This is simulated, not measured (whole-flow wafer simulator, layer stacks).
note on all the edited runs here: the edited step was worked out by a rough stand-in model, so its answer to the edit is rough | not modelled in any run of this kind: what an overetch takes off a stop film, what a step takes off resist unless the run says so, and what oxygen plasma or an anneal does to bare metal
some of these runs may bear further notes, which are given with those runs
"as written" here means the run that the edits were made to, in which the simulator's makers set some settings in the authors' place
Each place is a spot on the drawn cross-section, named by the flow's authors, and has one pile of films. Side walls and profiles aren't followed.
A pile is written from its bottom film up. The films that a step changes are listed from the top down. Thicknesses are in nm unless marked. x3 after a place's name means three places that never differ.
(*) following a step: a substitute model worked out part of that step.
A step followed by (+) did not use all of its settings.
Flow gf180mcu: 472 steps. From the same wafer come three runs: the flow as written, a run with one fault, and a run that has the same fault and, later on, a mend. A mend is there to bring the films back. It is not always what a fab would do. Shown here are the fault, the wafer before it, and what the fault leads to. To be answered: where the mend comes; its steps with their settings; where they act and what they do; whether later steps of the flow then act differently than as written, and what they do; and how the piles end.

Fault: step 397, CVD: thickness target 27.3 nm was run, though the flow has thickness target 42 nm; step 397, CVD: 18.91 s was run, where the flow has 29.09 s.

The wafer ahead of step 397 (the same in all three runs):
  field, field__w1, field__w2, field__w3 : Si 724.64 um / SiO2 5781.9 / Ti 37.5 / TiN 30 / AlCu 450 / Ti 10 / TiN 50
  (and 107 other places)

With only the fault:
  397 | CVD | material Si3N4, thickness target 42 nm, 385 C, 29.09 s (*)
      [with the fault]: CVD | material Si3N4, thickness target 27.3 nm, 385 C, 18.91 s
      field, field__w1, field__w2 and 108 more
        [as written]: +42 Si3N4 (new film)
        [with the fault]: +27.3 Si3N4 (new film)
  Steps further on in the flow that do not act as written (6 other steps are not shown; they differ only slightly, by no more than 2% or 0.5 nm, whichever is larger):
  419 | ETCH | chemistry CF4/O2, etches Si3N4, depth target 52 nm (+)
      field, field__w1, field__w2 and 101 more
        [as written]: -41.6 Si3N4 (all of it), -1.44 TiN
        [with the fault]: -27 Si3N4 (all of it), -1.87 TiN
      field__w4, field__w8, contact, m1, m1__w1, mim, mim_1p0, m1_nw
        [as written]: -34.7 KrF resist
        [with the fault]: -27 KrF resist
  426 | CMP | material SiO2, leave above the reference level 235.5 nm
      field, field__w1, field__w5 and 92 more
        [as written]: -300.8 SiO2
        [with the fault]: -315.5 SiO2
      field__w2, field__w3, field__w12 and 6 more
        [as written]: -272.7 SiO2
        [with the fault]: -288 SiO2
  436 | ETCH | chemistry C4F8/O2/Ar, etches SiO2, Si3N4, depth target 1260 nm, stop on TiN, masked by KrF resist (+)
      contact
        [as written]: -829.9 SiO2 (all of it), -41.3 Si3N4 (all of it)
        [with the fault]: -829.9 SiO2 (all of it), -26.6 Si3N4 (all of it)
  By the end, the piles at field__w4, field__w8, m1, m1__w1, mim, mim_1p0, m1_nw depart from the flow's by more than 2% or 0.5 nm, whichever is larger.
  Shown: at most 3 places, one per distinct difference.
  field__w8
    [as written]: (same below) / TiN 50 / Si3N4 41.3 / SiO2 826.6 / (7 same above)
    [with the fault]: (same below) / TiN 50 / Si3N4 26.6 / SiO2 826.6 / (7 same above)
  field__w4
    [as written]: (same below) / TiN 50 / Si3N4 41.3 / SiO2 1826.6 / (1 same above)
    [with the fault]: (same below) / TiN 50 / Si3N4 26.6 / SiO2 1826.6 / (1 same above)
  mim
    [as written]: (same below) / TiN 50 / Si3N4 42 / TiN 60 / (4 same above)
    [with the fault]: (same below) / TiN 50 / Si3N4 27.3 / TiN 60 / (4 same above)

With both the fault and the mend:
  The mend follows step 397.
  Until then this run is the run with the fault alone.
  397a | CVD | material Si3N4, thickness target 14.7 nm, 385 C, 10.18 s (the flow's step 397 again, with other settings)
      field, field__w1, field__w2 and 108 more
        +14.7 Si3N4
  Every later step of the flow that is run acts as written, at every place that is followed, to within 2% or 0.5 nm, whichever is larger.
  When the end is reached, the piles differ only a little from the flow's at the places that both follow, at most by 2% or 0.5 nm, whichever is larger.
